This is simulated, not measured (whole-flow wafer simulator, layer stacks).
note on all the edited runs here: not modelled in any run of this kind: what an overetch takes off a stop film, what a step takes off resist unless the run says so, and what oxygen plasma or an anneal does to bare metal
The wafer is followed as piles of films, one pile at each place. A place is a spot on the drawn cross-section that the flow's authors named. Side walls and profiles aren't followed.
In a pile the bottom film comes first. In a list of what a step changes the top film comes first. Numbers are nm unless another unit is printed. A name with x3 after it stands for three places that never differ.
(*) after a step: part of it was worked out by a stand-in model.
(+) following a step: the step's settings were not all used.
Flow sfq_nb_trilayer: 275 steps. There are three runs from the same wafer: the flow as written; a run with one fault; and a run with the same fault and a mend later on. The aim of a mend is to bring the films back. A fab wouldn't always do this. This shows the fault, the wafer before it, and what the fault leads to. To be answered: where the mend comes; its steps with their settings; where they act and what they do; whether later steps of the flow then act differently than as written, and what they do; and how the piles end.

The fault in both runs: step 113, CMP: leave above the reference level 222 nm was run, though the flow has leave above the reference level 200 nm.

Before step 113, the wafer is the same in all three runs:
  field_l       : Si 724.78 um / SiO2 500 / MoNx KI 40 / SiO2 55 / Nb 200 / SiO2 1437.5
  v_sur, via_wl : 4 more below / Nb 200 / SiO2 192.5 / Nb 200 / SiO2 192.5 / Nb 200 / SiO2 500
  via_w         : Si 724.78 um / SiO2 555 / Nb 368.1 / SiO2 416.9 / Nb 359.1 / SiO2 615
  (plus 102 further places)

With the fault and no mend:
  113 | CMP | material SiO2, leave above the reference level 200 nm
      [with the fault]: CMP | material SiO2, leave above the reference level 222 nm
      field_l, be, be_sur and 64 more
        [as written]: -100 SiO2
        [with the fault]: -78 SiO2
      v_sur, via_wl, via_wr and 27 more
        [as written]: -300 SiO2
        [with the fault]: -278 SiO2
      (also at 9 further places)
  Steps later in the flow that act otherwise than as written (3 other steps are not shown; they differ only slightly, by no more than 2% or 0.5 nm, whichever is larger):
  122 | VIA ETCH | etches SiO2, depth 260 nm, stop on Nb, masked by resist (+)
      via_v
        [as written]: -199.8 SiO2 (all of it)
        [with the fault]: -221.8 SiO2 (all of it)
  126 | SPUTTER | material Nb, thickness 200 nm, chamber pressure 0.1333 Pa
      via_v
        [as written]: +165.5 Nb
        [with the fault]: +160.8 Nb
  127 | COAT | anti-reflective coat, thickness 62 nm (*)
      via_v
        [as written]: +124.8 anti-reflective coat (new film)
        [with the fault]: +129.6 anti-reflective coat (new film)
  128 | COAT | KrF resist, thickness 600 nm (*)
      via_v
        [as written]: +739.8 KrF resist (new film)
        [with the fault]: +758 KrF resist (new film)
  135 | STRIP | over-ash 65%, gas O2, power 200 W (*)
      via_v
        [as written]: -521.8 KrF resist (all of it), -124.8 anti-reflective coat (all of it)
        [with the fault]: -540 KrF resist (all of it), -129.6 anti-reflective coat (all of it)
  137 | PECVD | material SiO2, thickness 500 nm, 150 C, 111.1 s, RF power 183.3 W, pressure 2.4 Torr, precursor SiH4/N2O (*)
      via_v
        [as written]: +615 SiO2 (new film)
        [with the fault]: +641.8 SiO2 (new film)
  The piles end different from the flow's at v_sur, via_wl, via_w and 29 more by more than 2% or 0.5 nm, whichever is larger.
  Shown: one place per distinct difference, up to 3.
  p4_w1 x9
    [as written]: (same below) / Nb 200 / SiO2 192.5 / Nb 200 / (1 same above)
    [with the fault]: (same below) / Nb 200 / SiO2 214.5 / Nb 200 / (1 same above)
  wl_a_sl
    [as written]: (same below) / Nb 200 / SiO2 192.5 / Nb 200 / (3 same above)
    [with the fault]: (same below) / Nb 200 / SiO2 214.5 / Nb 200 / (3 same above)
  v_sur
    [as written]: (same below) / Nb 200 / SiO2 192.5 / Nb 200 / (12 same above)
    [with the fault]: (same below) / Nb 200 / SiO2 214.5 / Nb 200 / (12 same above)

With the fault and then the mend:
  The mend stands after step 114.
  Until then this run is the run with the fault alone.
  114a | CMP | material SiO2, leave above the reference level 200 nm (a further turn of the flow's step 113)
      field_l, v_sur, via_wl and 103 more
        -22 SiO2
  Every later step of the flow that is run acts as written at every place that is followed.
  The piles end the same as the flow's at every place that both follow.
